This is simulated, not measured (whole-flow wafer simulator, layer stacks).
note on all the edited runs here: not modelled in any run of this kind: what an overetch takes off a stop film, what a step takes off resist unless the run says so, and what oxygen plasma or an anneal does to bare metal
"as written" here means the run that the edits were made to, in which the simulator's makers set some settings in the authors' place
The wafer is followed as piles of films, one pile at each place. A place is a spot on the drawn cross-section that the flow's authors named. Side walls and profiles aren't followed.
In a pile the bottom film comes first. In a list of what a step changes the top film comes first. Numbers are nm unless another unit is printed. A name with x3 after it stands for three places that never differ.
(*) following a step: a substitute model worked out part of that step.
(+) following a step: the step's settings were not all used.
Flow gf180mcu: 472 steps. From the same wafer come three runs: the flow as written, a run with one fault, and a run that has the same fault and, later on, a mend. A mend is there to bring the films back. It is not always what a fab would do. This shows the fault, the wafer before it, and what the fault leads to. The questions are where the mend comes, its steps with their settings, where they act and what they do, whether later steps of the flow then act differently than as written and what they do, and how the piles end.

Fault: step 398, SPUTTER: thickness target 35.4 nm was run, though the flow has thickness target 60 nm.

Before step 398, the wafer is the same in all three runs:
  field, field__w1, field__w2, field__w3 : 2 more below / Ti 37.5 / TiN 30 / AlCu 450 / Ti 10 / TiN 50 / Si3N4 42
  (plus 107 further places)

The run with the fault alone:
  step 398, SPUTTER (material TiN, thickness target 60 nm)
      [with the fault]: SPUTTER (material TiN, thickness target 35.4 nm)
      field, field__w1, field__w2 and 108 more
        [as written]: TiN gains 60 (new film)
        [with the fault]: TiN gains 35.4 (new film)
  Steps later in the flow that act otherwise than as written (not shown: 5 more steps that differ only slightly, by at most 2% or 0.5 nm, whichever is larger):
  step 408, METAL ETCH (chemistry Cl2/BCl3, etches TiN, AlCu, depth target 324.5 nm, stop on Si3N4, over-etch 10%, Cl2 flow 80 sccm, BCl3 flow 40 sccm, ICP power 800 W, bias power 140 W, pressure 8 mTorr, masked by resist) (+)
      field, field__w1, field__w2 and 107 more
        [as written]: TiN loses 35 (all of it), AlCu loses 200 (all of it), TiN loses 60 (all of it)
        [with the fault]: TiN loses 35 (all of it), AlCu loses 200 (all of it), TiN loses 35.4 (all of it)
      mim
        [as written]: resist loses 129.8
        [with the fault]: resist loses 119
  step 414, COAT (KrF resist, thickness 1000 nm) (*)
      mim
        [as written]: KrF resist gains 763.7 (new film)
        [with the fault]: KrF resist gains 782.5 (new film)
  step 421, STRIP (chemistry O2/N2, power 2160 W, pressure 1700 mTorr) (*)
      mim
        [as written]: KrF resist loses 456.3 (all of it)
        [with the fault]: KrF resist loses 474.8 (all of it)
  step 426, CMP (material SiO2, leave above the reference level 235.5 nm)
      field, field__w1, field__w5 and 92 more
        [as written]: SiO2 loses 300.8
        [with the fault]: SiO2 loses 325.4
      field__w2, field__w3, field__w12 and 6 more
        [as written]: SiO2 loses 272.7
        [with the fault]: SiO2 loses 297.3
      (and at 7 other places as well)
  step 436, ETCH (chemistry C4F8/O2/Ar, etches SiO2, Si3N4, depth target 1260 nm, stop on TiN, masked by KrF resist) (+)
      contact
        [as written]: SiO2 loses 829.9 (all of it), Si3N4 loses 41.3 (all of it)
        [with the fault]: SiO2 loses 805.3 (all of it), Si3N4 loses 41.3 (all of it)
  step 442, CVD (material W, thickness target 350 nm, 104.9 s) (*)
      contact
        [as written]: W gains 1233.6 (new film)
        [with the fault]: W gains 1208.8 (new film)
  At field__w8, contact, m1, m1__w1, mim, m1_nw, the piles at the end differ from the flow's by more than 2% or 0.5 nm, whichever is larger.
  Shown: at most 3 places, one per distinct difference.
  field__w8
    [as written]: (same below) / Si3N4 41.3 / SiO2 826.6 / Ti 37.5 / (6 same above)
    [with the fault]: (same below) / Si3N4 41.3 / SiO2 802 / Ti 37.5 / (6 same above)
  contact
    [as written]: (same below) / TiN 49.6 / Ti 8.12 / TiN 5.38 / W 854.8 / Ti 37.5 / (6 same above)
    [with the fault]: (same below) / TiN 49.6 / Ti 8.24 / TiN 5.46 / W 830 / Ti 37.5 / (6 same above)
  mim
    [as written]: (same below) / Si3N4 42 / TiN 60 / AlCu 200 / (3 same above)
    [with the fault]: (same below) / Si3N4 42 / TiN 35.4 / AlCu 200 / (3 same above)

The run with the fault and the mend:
  The mend stands after step 398.
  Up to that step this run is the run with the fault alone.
  step 398a, SPUTTER (material TiN, thickness target 24.6 nm) (the flow's step 398, run once more with other settings)
      field, field__w1, field__w2 and 108 more
        TiN gains 24.6
  Later steps of the flow that are run all act as written at every place that is followed.
  By the end, the piles equal the flow's at every place that both follow.
